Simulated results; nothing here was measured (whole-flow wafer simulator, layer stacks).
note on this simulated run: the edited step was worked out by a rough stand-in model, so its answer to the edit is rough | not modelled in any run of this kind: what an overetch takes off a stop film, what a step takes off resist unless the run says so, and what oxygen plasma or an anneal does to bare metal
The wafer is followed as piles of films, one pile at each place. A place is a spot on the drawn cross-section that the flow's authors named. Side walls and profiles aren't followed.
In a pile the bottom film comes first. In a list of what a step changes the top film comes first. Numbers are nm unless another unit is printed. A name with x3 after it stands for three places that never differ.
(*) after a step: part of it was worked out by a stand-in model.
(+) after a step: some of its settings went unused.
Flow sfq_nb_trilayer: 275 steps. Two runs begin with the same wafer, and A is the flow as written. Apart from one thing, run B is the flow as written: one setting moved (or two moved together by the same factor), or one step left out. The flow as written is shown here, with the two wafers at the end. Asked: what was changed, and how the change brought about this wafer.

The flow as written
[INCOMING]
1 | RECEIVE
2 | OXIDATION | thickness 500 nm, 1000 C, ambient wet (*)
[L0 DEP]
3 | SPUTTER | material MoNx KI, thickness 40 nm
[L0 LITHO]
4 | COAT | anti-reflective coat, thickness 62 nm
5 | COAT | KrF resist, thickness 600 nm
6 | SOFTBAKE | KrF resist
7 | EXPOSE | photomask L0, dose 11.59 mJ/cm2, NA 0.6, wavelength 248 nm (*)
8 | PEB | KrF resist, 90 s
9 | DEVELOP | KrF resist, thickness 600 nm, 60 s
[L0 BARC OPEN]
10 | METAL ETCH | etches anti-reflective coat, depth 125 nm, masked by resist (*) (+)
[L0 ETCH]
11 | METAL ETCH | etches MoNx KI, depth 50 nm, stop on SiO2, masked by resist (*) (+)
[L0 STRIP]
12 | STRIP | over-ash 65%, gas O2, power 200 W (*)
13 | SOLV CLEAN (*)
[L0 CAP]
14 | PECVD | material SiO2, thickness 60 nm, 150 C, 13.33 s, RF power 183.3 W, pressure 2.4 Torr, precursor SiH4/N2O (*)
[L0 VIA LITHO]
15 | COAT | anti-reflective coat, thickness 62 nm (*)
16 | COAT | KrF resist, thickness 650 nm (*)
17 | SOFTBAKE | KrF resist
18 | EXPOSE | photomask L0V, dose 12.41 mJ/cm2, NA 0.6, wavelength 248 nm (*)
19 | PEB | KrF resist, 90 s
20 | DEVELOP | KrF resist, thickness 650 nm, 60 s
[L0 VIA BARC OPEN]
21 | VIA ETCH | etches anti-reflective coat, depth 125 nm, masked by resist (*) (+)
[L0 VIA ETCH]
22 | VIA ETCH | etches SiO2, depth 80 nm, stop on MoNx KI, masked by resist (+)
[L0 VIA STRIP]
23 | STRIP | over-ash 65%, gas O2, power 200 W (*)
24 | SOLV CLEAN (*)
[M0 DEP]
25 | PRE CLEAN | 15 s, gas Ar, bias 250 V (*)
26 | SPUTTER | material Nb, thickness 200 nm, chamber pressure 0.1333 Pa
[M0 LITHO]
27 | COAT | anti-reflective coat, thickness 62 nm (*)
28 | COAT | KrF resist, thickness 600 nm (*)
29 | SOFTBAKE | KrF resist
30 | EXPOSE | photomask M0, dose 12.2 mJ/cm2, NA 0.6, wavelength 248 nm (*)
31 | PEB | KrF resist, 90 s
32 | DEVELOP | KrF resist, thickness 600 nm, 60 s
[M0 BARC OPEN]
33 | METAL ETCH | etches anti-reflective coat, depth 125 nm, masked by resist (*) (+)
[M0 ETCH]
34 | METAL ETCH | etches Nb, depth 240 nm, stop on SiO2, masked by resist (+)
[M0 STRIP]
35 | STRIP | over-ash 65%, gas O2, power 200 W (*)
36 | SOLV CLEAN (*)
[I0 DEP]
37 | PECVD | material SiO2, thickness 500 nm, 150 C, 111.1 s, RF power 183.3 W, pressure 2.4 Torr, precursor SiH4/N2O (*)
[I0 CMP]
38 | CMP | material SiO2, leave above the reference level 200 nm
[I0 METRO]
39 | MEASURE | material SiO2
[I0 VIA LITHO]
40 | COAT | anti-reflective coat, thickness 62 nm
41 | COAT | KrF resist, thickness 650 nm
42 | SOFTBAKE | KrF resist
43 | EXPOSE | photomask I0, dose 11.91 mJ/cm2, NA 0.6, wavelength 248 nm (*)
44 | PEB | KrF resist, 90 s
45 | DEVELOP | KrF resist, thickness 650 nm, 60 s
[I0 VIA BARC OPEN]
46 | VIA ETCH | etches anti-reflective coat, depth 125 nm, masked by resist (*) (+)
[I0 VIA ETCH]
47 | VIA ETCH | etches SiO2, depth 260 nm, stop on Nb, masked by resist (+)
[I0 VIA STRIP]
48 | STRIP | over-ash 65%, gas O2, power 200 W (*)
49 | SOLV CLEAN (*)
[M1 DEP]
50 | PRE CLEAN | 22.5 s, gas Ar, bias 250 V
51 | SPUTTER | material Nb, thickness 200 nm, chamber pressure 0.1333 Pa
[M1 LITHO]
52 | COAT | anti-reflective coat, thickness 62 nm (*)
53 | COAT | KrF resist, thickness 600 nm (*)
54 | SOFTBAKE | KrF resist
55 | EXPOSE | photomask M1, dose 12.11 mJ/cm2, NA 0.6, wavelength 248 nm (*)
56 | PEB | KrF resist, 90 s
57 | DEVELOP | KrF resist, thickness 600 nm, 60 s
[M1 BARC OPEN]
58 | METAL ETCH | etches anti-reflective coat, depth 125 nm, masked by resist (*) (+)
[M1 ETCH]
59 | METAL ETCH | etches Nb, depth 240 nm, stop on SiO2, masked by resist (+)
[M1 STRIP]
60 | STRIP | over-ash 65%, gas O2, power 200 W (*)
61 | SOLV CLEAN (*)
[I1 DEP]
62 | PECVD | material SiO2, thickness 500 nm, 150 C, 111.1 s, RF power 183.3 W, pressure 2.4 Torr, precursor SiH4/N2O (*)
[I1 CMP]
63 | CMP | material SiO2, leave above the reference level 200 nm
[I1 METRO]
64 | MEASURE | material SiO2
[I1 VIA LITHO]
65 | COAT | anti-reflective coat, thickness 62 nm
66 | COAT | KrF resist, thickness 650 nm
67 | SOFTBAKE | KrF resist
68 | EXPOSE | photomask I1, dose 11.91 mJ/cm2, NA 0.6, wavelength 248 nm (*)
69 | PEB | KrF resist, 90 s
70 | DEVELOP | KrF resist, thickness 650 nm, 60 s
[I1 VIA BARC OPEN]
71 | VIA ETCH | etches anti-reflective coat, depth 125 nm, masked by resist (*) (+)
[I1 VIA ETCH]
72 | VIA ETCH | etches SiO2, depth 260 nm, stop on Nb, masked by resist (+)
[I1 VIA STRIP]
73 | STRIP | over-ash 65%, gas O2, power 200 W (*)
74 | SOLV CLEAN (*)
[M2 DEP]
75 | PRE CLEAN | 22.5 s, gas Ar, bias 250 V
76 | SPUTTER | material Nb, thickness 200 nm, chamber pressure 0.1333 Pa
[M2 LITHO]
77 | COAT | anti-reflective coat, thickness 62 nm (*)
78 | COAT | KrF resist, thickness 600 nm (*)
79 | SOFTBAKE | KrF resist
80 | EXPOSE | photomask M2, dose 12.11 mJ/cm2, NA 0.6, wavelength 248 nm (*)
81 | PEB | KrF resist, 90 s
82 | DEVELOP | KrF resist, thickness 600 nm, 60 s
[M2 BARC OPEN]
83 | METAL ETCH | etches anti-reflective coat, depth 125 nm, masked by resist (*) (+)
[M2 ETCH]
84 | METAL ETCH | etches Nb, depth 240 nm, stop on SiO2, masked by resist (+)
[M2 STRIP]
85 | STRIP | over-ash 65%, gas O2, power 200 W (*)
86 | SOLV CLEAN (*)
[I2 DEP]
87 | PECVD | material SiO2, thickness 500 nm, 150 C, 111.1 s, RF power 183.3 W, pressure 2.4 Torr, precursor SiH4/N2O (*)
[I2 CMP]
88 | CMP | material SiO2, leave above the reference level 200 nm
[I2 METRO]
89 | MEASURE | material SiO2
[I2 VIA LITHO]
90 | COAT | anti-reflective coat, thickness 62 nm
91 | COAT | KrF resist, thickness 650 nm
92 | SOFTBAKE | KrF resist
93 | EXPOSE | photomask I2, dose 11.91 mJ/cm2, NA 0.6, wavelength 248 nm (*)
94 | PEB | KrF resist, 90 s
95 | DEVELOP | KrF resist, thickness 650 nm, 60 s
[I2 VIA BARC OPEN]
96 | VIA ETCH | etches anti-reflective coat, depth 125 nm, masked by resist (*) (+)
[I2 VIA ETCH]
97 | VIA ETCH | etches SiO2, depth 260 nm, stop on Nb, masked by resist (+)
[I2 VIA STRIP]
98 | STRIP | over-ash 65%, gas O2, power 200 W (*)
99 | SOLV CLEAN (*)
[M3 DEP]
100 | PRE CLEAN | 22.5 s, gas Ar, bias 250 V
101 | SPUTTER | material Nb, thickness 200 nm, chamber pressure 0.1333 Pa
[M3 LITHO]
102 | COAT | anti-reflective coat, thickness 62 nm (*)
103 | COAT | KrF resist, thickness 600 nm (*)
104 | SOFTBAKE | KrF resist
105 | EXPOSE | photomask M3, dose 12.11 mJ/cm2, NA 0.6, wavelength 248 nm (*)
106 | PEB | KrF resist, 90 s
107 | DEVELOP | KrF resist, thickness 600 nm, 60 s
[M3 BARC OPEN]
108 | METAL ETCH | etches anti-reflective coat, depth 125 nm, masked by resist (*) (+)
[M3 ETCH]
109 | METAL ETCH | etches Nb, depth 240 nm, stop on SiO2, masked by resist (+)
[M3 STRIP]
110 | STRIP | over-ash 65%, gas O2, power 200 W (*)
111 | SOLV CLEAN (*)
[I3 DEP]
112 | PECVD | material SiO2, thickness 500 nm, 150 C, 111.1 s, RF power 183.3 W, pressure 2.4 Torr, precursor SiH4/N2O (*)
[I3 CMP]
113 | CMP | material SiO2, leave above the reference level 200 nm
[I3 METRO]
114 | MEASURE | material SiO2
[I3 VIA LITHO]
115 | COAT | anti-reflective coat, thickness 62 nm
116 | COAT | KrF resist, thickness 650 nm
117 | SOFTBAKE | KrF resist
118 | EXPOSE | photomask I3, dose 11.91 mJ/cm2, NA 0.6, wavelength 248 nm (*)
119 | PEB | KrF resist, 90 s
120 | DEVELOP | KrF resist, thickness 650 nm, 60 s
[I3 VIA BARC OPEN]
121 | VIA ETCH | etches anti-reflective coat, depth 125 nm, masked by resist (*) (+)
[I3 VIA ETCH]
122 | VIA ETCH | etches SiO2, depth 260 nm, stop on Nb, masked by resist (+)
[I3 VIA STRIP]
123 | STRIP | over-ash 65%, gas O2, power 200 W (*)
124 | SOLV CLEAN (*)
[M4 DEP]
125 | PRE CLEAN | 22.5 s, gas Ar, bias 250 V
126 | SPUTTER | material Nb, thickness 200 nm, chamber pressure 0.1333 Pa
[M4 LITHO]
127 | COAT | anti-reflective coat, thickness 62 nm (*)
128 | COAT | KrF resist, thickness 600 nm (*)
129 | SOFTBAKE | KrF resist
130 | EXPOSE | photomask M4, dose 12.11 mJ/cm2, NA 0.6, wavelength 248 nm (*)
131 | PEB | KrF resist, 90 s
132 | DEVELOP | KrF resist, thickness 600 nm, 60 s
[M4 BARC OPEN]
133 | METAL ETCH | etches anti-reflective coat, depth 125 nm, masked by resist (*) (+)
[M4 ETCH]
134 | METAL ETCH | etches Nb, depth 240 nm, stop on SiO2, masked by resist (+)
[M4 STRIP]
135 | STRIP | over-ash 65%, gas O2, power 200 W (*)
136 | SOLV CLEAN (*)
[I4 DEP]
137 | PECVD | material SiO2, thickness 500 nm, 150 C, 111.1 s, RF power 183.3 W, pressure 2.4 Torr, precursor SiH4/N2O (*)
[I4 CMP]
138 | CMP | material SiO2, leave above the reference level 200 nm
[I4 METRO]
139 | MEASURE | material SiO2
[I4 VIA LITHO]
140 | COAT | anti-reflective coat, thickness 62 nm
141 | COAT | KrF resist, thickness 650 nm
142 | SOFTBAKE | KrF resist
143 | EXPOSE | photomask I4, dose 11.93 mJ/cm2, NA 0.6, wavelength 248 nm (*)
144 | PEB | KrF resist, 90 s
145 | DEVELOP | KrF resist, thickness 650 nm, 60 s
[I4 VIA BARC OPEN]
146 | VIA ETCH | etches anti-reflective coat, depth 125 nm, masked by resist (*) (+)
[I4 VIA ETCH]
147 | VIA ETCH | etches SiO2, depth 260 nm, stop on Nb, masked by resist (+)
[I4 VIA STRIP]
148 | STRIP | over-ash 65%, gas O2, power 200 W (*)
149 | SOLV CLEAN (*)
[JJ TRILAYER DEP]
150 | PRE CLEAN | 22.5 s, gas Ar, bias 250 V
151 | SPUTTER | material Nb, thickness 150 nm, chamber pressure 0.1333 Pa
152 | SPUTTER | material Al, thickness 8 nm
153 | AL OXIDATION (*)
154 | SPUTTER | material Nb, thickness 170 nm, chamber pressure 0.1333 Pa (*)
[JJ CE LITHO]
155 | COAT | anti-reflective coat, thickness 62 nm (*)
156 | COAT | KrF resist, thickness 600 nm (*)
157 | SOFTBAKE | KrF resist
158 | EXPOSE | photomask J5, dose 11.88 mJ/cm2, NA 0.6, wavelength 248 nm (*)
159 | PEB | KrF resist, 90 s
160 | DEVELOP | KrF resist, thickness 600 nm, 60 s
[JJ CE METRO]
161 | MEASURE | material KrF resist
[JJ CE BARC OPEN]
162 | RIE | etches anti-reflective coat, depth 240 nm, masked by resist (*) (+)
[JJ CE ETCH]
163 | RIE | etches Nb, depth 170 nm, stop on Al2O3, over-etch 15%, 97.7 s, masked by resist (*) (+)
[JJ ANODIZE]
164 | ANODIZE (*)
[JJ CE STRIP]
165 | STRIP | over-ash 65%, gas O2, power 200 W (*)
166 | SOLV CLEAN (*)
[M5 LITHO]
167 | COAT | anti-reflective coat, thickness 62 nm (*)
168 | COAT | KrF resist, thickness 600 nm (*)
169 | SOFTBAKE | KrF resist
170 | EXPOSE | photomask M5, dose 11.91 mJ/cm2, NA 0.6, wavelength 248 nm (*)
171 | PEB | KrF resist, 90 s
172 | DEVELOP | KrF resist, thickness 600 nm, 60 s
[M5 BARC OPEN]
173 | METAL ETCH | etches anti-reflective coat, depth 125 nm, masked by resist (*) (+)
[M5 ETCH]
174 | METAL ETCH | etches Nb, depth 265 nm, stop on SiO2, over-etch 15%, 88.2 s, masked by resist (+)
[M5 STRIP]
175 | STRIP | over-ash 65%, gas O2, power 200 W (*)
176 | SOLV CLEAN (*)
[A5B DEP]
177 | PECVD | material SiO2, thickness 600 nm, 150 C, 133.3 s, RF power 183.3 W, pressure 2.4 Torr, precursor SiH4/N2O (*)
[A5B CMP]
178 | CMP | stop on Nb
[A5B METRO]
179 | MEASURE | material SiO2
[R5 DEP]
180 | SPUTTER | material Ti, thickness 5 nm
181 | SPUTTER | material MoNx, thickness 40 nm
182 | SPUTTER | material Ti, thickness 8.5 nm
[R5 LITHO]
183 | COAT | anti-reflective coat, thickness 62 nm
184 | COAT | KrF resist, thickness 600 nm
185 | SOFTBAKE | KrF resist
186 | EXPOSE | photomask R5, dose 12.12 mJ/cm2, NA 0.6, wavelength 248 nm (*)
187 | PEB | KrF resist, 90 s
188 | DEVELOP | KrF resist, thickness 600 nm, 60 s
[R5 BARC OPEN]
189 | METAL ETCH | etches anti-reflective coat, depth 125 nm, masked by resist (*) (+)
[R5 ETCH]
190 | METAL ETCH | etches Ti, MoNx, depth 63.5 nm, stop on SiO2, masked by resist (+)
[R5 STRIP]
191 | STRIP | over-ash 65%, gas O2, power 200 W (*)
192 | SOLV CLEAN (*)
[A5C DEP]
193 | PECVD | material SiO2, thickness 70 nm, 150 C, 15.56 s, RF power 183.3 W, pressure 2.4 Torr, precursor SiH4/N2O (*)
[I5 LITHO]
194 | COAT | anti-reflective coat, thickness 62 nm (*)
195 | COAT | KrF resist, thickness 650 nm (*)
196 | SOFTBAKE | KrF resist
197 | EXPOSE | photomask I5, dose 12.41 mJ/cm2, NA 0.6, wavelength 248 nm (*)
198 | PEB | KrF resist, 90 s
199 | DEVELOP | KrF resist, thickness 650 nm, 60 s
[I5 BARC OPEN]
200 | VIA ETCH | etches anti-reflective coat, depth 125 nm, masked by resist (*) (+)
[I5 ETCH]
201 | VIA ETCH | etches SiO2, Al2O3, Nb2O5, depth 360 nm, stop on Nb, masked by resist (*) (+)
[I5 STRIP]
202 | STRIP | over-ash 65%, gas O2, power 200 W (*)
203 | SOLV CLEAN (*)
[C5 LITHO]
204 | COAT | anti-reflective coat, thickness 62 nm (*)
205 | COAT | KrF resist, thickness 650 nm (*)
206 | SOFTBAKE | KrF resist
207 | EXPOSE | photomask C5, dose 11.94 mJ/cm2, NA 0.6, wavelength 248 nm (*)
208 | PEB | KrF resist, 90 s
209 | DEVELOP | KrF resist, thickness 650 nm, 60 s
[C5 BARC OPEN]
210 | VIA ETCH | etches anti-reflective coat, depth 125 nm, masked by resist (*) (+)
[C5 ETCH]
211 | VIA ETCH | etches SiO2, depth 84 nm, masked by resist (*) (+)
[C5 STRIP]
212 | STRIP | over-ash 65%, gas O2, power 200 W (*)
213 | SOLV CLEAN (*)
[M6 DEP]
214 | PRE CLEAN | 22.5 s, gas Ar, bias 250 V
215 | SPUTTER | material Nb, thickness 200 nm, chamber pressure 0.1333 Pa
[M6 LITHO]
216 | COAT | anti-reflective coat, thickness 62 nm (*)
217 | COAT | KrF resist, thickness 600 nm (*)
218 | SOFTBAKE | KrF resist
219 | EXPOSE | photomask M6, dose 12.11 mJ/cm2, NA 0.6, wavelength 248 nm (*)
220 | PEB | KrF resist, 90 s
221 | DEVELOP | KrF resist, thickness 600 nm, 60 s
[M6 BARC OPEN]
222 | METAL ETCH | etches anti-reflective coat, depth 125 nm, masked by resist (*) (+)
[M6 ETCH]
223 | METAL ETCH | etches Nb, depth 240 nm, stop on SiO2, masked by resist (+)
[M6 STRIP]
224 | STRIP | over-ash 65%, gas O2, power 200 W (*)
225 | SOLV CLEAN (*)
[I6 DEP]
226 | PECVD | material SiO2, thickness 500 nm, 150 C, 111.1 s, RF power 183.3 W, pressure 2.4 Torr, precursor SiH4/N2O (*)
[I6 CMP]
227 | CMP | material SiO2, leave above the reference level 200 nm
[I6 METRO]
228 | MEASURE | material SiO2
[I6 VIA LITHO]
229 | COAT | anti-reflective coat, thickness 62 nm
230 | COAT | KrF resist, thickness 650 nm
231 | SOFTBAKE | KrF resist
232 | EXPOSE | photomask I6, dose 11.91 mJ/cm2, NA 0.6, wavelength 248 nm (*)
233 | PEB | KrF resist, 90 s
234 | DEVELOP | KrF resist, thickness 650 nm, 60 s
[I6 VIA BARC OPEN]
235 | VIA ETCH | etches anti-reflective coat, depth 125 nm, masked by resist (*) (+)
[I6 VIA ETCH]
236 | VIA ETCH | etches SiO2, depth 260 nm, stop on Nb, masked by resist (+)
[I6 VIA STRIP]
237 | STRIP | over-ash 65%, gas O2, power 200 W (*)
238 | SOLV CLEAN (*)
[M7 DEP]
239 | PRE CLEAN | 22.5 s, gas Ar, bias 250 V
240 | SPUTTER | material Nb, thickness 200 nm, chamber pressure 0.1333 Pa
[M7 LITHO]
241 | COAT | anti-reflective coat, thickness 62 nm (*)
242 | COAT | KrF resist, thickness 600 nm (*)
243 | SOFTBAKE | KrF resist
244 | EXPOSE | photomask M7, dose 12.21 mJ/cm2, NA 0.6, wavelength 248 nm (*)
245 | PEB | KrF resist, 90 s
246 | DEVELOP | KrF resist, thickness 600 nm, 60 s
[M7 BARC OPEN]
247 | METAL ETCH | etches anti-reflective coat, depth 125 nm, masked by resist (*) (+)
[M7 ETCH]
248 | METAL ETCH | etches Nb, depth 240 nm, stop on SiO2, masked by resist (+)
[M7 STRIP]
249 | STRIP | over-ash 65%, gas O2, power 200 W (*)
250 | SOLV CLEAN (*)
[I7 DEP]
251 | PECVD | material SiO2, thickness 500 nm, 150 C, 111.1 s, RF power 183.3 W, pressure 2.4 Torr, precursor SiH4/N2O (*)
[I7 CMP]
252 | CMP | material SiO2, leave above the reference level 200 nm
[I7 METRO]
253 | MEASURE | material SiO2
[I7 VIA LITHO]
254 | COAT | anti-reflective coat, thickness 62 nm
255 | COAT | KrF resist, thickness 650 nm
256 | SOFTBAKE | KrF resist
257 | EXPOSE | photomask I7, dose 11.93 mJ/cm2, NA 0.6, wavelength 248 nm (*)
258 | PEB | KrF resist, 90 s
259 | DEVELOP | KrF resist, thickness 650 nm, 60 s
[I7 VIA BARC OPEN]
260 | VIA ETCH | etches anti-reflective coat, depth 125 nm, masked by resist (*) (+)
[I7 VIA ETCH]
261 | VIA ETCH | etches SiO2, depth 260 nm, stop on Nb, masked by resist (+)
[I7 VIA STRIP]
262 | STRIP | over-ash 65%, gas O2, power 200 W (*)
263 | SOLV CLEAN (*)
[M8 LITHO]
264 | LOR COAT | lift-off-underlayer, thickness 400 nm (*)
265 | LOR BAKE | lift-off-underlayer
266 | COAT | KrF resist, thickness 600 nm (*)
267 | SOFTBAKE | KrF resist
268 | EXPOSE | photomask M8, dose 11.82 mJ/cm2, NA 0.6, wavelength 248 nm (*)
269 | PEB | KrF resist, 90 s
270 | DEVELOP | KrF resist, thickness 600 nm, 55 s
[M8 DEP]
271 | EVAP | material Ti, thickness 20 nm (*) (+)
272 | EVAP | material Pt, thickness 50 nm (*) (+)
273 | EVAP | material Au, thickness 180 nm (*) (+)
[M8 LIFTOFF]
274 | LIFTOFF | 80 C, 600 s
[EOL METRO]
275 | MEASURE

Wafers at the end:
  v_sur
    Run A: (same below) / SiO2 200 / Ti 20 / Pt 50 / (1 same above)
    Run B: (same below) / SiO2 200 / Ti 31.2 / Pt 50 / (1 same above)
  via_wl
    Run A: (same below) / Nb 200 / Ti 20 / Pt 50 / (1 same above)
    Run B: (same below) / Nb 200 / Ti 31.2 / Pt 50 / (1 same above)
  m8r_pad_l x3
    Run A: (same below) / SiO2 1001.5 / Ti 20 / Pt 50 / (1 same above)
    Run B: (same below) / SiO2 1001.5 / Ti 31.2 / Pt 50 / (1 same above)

Cause: step 271, EVAP: thickness 31.2 nm was run, whereas the flow has thickness 20 nm.
The wafer itself shows it: v_sur has Ti 31.2, and step 271 as written asks for 20 nm.

The path from the change to this, step by step:
  271 | EVAP | material Ti, thickness 20 nm (*) (+)
      field_l, v_sur, via_wl and 103 more: A Ti gains 20 (new film) | B Ti gains 31.2 (new film)
  274 | LIFTOFF | 80 C, 600 s
      p4_fl x3, p4_w1 x9, p4_g1 x2 and 60 more: A Au loses 180 (all of it), Pt loses 50 (all of it), Ti loses 20 (all of it), KrF resist loses 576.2 (all of it), lift-off-underlayer loses 400 (all of it) | B Au loses 180 (all of it), Pt loses 50 (all of it), Ti loses 31.2 (all of it), KrF resist loses 576.2 (all of it), lift-off-underlayer loses 400 (all of it)
      c5j, ce_r: A Au loses 180 (all of it), Pt loses 50 (all of it), Ti loses 20 (all of it), KrF resist loses 573.3 (all of it), lift-off-underlayer loses 399.3 (all of it) | B Au loses 180 (all of it), Pt loses 50 (all of it), Ti loses 31.2 (all of it), KrF resist loses 573.3 (all of it), lift-off-underlayer loses 399.3 (all of it)
      (and at 19 other places as well)
